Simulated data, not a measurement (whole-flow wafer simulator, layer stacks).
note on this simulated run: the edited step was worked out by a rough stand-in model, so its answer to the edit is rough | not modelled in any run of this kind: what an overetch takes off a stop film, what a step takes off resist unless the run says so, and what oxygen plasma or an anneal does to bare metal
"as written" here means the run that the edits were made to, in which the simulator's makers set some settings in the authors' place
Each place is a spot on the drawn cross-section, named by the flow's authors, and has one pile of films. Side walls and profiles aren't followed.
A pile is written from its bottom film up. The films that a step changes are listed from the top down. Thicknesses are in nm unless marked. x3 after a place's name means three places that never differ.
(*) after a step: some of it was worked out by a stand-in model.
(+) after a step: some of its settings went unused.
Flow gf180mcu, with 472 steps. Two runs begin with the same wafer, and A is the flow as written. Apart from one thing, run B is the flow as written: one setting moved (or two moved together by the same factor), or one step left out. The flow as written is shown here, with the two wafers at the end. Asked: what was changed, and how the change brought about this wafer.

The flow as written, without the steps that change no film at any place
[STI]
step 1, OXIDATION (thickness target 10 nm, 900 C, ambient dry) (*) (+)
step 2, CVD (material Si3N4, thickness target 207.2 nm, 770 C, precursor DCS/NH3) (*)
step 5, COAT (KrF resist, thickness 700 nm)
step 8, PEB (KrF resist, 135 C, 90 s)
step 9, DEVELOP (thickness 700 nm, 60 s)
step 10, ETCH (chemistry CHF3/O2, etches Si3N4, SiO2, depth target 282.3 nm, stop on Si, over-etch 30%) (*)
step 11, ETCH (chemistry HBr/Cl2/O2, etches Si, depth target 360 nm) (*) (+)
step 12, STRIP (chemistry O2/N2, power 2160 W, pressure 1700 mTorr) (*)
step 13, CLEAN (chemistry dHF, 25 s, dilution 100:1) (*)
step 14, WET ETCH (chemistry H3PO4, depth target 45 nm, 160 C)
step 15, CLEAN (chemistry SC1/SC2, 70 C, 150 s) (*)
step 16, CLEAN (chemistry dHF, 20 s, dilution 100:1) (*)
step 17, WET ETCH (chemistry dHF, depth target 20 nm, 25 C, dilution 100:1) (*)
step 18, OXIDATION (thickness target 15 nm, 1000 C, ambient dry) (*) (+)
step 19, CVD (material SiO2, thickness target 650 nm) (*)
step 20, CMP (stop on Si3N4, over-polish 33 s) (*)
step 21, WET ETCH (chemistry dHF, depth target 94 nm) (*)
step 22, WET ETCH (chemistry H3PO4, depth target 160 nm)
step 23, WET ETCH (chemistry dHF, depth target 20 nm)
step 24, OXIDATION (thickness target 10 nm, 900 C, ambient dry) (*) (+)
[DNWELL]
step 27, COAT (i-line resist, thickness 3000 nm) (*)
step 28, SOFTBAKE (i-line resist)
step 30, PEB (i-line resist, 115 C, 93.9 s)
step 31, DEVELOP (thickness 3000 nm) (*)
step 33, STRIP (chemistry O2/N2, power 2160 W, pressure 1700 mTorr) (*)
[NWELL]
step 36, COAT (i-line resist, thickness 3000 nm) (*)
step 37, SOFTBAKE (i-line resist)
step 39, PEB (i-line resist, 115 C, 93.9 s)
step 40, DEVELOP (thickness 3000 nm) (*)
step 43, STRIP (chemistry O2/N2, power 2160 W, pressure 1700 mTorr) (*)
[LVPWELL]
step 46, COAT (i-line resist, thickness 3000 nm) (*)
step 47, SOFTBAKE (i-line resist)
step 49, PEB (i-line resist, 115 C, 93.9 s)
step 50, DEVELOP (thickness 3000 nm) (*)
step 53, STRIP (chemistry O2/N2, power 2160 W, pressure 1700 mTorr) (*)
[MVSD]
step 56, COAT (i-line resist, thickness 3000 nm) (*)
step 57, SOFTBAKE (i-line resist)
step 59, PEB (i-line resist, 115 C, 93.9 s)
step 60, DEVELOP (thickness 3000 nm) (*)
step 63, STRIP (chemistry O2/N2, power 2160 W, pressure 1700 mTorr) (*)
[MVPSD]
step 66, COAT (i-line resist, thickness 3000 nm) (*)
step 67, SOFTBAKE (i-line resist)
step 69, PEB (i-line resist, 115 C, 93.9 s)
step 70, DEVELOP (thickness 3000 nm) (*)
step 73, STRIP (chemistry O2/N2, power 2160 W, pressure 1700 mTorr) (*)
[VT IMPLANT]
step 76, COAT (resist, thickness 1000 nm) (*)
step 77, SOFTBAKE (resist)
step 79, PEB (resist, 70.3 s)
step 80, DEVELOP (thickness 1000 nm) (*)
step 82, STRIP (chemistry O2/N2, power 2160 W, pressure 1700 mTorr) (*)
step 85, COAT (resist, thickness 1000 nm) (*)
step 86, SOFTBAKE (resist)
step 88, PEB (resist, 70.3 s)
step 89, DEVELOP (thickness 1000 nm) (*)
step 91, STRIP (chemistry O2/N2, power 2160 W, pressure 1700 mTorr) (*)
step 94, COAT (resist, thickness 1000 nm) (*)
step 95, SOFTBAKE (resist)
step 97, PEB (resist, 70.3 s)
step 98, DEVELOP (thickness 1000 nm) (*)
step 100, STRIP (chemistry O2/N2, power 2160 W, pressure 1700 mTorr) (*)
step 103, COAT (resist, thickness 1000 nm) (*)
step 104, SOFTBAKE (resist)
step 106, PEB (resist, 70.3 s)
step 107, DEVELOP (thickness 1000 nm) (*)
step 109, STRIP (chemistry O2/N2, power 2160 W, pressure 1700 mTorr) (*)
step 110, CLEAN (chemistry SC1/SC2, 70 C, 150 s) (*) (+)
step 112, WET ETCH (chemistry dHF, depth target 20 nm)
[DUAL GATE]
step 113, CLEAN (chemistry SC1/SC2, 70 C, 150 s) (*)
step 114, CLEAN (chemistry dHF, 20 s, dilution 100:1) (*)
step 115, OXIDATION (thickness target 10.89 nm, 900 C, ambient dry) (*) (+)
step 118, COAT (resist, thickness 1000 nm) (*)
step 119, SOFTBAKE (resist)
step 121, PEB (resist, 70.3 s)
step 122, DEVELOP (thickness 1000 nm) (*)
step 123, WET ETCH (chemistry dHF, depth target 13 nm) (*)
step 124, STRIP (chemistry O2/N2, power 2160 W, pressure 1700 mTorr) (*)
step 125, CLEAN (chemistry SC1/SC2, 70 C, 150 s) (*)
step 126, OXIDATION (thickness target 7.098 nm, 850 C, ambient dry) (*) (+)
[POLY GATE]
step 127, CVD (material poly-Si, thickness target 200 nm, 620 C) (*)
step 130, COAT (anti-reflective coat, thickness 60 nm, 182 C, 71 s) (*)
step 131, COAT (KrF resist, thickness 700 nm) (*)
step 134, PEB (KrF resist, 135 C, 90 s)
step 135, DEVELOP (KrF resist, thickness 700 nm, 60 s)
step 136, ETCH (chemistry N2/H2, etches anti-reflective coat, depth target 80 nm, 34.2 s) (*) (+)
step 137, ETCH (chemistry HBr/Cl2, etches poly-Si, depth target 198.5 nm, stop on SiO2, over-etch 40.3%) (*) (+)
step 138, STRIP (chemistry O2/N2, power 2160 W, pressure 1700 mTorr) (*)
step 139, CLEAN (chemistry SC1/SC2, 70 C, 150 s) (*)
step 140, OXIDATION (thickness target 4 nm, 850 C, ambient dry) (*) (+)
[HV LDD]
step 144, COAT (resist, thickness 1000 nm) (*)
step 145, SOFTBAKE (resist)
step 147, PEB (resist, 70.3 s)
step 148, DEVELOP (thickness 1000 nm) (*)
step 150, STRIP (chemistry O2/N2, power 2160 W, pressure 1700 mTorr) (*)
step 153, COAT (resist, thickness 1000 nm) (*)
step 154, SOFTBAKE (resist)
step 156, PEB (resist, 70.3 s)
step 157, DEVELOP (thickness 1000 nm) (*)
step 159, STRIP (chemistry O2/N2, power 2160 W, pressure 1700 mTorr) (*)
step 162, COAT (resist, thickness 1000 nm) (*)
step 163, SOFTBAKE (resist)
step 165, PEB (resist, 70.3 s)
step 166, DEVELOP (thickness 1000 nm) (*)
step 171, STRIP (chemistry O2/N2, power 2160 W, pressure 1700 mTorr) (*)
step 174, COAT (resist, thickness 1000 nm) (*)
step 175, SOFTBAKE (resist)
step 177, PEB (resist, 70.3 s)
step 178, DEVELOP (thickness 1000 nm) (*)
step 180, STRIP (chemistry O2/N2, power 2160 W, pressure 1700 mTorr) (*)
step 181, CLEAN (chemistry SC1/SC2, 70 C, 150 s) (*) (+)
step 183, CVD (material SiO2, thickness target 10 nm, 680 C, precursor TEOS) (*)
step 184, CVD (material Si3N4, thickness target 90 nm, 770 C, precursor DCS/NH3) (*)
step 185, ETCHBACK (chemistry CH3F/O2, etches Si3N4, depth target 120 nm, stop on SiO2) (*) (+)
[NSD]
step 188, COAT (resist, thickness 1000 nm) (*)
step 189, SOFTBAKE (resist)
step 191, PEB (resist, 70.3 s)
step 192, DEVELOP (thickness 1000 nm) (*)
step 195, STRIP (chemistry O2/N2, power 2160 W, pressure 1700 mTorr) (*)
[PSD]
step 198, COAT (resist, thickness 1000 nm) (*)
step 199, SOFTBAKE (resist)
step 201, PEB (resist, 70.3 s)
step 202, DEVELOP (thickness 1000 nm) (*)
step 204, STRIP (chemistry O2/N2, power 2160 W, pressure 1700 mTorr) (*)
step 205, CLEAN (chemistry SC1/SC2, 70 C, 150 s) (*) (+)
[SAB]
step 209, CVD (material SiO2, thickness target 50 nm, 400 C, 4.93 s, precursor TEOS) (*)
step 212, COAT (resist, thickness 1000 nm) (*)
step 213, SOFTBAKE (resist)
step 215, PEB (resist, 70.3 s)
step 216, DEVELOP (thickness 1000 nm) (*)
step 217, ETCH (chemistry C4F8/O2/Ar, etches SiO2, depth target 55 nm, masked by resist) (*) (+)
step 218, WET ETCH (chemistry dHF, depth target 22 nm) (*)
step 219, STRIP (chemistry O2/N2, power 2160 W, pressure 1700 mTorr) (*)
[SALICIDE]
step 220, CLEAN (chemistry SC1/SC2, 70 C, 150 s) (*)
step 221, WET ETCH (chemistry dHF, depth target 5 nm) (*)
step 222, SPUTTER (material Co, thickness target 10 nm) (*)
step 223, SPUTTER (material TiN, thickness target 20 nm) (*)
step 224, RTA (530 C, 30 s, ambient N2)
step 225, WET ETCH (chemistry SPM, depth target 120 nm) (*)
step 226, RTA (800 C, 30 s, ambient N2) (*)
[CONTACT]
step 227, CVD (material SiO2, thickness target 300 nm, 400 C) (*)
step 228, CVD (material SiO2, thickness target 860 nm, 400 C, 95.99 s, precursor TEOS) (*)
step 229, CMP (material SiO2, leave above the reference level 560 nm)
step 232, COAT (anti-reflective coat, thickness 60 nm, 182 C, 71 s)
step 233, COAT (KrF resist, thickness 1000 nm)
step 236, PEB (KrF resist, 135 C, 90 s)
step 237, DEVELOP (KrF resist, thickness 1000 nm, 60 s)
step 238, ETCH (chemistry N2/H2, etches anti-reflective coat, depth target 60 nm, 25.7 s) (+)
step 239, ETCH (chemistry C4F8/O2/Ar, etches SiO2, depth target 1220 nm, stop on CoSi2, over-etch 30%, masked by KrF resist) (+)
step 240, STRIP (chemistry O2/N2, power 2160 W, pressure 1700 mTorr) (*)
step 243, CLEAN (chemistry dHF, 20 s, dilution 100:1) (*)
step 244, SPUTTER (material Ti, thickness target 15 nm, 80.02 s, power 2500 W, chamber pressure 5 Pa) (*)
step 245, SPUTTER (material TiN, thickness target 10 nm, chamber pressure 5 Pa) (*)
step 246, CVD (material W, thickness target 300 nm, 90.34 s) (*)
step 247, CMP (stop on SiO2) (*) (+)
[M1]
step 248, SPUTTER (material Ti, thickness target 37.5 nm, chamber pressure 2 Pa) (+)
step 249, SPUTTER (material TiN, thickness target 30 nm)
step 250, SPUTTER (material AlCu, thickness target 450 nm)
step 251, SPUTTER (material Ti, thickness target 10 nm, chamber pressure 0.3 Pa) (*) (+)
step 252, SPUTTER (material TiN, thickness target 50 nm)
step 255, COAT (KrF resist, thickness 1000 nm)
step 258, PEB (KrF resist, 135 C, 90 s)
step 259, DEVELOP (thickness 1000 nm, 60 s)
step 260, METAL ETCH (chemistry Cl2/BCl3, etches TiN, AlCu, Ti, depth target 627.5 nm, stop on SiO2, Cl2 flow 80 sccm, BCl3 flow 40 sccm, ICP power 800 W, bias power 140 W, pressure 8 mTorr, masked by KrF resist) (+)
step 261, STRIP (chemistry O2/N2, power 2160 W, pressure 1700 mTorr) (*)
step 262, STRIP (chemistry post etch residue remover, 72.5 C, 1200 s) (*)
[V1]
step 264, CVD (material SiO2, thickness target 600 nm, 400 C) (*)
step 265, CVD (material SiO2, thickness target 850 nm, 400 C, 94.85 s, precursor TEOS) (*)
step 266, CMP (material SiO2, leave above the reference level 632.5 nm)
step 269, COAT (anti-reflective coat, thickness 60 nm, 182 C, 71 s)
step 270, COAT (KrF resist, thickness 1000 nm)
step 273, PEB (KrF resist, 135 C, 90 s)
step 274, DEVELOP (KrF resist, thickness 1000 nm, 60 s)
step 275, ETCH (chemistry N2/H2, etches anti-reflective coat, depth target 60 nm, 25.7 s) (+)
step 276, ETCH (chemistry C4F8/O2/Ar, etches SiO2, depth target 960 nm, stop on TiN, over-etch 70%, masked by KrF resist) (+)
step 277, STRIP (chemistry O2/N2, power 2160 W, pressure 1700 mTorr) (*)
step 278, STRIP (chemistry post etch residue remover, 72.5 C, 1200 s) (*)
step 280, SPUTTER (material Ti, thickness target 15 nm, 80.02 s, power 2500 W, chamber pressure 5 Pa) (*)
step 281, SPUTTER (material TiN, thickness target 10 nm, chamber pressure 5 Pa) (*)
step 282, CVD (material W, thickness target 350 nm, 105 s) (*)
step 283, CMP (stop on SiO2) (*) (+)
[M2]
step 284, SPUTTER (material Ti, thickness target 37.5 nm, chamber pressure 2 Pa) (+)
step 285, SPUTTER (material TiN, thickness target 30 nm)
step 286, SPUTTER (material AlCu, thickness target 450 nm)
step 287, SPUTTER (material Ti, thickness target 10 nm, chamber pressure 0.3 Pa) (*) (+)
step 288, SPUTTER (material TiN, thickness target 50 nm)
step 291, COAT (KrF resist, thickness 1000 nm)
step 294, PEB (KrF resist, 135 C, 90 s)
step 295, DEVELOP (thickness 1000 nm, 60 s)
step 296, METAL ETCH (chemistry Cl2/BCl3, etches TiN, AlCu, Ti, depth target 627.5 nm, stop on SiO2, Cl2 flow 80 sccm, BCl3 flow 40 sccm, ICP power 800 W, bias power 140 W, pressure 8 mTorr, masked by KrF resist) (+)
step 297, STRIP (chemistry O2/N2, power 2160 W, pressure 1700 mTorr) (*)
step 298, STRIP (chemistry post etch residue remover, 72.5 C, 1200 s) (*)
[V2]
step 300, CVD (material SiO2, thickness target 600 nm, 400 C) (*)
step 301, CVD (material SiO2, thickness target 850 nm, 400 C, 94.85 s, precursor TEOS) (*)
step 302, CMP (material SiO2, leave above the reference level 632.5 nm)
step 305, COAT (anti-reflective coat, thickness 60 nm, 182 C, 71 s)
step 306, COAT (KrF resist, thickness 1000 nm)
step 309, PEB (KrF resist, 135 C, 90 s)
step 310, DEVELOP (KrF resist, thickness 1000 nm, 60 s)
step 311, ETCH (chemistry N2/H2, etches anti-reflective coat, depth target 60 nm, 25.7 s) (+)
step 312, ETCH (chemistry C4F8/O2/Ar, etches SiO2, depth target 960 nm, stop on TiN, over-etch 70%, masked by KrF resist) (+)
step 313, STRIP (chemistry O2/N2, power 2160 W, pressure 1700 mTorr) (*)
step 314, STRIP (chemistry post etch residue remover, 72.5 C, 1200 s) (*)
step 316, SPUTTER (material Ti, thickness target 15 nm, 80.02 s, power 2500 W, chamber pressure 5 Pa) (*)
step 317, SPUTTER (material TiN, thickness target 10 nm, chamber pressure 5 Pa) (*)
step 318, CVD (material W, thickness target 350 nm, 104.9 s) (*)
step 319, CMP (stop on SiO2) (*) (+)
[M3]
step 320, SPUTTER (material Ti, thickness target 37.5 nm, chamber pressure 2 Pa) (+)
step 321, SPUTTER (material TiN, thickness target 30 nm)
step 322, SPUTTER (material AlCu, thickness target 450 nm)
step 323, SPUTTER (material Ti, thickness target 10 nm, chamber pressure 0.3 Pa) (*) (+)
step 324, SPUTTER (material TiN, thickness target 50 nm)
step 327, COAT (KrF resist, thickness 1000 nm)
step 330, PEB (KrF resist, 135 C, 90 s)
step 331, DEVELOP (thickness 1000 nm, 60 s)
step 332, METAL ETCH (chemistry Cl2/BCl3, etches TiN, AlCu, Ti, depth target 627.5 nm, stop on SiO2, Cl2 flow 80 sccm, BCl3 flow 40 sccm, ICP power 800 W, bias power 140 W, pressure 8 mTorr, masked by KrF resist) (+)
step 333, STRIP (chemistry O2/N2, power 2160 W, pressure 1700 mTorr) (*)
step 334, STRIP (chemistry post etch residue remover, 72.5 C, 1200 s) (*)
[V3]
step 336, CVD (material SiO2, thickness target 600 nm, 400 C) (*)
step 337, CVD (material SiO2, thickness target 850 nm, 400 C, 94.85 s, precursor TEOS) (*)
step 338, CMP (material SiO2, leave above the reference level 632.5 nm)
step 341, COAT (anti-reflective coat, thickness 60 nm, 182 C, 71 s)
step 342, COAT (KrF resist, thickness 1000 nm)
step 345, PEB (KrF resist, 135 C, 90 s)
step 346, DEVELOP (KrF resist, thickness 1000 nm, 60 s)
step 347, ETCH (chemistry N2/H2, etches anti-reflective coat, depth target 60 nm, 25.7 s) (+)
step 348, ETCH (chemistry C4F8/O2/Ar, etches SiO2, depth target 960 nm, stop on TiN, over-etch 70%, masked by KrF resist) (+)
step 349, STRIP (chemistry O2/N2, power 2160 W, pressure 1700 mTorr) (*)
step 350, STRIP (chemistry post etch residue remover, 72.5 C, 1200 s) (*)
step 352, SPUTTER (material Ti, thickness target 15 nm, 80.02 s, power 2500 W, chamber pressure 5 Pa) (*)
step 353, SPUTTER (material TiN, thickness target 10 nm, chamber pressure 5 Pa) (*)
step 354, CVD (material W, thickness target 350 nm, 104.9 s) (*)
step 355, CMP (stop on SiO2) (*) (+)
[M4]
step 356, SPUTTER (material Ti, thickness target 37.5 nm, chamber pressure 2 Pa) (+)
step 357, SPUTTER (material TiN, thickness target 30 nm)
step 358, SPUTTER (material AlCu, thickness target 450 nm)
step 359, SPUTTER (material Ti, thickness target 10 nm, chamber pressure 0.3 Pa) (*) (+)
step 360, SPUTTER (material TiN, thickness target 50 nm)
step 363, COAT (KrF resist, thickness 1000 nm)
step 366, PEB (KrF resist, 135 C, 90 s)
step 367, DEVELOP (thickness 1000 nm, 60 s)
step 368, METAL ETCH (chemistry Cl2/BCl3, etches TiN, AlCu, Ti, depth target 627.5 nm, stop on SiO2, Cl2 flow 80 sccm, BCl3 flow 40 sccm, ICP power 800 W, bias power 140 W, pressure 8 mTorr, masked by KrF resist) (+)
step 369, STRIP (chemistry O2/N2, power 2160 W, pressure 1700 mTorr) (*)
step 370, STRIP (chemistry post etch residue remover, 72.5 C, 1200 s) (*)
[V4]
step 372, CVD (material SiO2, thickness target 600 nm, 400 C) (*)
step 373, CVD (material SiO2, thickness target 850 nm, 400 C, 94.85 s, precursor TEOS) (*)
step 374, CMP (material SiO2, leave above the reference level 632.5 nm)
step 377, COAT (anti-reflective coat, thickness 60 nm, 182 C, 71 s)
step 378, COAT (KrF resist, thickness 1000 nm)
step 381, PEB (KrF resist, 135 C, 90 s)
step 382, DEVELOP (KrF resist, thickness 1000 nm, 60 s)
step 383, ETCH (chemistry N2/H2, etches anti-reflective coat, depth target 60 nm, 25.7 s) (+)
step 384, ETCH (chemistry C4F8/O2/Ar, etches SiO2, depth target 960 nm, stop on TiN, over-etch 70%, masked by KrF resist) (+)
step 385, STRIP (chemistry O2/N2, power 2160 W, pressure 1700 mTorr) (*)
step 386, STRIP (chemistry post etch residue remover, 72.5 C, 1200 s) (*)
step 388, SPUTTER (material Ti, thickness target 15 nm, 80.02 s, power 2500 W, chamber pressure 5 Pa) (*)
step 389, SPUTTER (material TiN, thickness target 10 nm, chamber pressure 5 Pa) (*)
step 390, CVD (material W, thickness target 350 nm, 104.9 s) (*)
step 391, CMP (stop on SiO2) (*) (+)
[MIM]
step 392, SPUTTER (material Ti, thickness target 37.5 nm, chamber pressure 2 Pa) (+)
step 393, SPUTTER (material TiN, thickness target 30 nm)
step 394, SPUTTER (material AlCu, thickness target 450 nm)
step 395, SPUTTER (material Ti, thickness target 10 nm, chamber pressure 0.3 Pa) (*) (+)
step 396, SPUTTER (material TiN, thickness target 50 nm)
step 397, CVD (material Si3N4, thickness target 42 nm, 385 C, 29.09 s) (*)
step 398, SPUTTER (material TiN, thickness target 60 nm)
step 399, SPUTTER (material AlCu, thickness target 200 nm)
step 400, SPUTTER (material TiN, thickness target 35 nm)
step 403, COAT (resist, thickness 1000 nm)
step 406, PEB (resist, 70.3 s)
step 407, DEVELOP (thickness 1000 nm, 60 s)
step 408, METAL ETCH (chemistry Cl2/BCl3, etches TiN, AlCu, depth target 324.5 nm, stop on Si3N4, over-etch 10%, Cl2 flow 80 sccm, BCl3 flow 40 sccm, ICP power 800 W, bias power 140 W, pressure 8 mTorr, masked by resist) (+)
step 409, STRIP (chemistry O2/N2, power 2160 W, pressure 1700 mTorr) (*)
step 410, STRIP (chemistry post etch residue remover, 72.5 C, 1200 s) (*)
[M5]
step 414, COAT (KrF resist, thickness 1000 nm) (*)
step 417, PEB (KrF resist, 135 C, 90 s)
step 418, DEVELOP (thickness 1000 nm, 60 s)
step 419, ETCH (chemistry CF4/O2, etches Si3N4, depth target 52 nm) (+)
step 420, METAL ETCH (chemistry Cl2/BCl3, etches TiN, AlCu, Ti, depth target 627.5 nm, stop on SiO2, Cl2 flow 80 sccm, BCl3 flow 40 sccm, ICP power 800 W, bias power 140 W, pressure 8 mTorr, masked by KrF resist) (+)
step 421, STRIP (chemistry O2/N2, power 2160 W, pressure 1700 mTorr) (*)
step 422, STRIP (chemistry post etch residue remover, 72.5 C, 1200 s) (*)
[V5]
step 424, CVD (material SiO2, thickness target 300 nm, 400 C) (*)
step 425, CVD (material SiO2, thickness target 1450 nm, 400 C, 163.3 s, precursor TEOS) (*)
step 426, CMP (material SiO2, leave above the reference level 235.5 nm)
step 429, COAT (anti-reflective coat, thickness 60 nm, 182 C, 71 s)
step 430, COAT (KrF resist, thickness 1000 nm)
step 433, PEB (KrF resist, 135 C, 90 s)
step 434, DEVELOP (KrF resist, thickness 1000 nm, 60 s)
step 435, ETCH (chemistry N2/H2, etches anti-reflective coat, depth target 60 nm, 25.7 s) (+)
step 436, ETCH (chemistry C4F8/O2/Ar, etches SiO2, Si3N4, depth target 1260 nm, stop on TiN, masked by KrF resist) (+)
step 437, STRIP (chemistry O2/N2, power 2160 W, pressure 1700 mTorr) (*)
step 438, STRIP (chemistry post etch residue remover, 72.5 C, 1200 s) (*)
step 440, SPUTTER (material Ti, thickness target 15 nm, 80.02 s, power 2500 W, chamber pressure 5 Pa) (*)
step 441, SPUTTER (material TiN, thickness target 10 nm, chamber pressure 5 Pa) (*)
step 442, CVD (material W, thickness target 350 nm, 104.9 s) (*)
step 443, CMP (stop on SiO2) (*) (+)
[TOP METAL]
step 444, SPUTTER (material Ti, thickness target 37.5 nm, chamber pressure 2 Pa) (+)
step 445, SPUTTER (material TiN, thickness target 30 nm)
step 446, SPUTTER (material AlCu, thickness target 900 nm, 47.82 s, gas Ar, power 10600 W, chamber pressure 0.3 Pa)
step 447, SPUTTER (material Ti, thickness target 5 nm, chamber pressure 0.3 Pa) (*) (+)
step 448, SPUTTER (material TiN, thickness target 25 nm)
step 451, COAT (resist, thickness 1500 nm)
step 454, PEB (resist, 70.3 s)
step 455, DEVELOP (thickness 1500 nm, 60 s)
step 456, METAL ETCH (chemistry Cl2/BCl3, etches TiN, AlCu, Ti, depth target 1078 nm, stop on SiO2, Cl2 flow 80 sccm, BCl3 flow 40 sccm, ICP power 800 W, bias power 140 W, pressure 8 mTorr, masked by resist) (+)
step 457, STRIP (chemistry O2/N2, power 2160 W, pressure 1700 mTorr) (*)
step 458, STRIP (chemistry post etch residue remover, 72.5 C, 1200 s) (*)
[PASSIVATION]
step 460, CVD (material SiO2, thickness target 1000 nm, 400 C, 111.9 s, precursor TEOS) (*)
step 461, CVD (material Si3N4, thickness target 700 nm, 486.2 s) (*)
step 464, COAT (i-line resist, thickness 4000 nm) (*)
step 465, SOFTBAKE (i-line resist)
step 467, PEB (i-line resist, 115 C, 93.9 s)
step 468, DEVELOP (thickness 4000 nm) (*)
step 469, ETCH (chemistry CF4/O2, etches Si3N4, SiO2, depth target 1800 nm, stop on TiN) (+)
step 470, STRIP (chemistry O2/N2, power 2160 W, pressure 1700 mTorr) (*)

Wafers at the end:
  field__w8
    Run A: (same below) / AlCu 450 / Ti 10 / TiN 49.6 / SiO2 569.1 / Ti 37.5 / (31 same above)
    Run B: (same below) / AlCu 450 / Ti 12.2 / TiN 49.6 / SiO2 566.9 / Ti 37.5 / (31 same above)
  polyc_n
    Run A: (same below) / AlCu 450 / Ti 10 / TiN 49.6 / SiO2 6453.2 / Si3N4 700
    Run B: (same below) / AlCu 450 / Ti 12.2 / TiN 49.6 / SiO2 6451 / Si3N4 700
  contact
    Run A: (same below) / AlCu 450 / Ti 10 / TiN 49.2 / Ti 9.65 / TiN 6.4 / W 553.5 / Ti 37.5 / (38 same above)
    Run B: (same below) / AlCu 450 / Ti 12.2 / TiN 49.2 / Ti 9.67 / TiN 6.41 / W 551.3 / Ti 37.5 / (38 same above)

What caused this: step 251, SPUTTER: thickness target 12.2 nm was run, whereas the flow has thickness target 10 nm.
The wafer lets one read it off: field__w8 has Ti 12.2, and step 251 as written asks for 10 nm.

The path from the change to this, step by step:
  step 251, SPUTTER (material Ti, thickness target 10 nm, chamber pressure 0.3 Pa) (*) (+)
      field, field__w1, field__w2 and 108 more: A Ti gains 10 (new film) | B Ti gains 12.2 (new film)
  step 260, METAL ETCH (chemistry Cl2/BCl3, etches TiN, AlCu, Ti, depth target 627.5 nm, stop on SiO2, Cl2 flow 80 sccm, BCl3 flow 40 sccm, ICP power 800 W, bias power 140 W, pressure 8 mTorr, masked by KrF resist) (+)
      field, field__w1, field__w2 and 99 more: A TiN loses 50 (all of it), Ti loses 10 (all of it), AlCu loses 450 (all of it), TiN loses 30 (all of it), Ti loses 37.5 (all of it) | B TiN loses 50 (all of it), Ti loses 12.2 (all of it), AlCu loses 450 (all of it), TiN loses 30 (all of it), Ti loses 37.5 (all of it)
